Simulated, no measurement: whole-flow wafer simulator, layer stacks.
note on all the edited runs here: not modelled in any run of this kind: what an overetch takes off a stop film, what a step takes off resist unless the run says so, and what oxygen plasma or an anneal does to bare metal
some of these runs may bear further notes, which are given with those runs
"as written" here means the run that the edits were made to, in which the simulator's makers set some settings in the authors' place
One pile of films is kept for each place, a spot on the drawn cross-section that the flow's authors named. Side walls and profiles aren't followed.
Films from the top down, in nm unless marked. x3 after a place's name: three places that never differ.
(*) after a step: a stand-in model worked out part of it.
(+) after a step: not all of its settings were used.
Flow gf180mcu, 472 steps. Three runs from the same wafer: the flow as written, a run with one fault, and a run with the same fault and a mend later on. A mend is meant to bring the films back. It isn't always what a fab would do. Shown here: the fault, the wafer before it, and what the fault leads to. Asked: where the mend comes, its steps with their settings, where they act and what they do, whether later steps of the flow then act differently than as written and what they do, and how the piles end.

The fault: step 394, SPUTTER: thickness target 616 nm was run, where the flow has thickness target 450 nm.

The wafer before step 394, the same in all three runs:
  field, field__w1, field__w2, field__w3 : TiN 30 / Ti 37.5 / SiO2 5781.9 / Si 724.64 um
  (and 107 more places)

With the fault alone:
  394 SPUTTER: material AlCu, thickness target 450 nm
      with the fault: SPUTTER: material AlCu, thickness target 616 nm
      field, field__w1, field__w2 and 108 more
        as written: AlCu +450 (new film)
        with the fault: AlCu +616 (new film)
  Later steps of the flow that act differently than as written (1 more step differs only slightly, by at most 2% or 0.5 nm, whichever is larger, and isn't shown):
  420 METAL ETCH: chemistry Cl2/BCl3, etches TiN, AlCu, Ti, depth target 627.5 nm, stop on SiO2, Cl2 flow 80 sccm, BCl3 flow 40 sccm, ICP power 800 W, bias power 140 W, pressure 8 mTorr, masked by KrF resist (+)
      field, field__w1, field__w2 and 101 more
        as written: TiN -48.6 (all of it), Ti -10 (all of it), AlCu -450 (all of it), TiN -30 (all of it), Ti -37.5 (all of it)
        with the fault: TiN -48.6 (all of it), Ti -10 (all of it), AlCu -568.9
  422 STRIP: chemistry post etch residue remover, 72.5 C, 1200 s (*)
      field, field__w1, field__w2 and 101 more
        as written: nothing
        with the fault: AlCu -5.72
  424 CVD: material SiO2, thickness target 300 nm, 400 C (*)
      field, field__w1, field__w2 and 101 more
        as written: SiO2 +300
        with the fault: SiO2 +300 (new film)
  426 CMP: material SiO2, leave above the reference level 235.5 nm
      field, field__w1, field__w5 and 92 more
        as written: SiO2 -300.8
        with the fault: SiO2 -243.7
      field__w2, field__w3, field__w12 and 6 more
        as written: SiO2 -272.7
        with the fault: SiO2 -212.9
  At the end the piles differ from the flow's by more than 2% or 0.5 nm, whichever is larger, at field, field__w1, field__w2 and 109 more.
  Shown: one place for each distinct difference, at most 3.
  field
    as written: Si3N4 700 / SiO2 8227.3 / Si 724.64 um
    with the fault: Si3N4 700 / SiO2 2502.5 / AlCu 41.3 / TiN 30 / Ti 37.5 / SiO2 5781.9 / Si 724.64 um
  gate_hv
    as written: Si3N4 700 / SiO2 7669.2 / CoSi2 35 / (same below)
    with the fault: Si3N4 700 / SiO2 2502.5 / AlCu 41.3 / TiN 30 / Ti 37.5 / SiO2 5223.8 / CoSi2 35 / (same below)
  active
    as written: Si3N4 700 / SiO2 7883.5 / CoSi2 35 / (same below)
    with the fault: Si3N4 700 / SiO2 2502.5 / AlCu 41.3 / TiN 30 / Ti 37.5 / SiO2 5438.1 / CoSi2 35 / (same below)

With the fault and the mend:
  The mend comes after step 394.
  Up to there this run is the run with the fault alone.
  394a METAL ETCH: chemistry Cl2/BCl3, etches TiN, AlCu, Ti, depth target 166 nm, Cl2 flow 80 sccm, BCl3 flow 40 sccm, ICP power 800 W, bias power 140 W, pressure 8 mTorr (the flow's step 260 once more, with other settings)
      field, field__w1, field__w2 and 108 more
        AlCu -166
  No later step of the flow acts differently than as written at any place that is followed.
  At the end the piles are the same as the flow's at every place that both follow.
